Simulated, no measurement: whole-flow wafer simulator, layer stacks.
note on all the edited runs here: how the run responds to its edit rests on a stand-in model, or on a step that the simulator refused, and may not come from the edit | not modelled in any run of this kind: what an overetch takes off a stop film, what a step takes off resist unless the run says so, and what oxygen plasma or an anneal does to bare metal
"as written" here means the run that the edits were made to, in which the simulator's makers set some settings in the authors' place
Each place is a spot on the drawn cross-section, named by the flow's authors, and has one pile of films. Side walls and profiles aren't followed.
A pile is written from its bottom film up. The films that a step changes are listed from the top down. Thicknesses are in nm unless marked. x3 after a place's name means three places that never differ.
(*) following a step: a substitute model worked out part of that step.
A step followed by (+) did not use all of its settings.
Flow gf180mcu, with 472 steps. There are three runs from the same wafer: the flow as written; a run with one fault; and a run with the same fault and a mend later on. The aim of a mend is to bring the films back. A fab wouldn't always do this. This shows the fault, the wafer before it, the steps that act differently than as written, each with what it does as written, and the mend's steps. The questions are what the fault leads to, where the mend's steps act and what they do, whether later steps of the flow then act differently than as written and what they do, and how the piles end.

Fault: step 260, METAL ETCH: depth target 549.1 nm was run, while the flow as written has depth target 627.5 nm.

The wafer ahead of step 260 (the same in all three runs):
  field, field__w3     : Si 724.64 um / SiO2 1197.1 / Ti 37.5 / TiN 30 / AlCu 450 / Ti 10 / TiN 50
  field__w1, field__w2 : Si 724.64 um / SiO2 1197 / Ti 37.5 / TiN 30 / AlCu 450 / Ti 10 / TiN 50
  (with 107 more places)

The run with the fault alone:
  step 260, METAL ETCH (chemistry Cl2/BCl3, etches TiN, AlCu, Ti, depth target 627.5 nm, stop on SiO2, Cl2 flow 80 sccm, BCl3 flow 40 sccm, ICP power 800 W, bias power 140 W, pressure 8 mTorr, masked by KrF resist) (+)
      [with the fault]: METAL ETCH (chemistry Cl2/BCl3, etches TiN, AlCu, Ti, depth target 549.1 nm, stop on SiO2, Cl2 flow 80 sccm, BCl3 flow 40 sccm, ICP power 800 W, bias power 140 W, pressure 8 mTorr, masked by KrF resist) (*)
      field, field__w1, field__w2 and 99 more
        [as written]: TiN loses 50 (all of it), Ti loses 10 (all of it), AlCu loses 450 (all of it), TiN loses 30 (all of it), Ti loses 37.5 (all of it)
        [with the fault]: TiN loses 50 (all of it), Ti loses 10 (all of it), AlCu loses 450 (all of it), TiN loses 30 (all of it), Ti loses 9.1
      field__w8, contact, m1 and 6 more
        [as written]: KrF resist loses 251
        [with the fault]: KrF resist loses 219.6
  Later steps of the flow acting differently than as written:
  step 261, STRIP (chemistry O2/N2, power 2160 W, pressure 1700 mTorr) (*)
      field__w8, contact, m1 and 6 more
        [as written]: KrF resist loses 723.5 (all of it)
        [with the fault]: KrF resist loses 754.9 (all of it)
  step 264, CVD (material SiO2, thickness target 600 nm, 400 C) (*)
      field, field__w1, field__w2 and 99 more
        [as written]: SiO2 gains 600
        [with the fault]: SiO2 gains 600 (new film)
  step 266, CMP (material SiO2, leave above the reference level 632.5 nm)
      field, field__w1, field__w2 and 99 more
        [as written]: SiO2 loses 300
        [with the fault]: SiO2 loses 328.4
  At field, field__w1, field__w2 and 100 more, the piles at the end differ from the flow's by more than 2% or 0.5 nm, whichever is larger.
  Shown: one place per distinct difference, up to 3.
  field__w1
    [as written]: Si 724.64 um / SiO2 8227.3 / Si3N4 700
    [with the fault]: Si 724.64 um / SiO2 1197 / Ti 28.4 / SiO2 7001.8 / Si3N4 700
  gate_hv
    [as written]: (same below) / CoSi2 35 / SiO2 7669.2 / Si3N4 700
    [with the fault]: (same below) / CoSi2 35 / SiO2 638.9 / Ti 28.4 / SiO2 7001.8 / Si3N4 700
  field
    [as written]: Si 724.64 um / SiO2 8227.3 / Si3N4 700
    [with the fault]: Si 724.64 um / SiO2 1197.1 / Ti 28.4 / SiO2 7001.8 / Si3N4 700

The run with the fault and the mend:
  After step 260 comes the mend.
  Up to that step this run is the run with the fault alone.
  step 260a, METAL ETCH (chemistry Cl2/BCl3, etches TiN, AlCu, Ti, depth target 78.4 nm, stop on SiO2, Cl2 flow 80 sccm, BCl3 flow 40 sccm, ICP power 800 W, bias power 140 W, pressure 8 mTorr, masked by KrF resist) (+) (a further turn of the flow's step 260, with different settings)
      field, field__w1, field__w2 and 99 more
        Ti loses 28.4 (all of it)
      field__w8, contact, m1 and 6 more
        KrF resist loses 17
  None of the later steps of the flow differs from how it acts as written, at any place that is followed, by more than 2% or 0.5 nm, whichever is larger.
  By the end, the piles equal the flow's at every place that both follow.
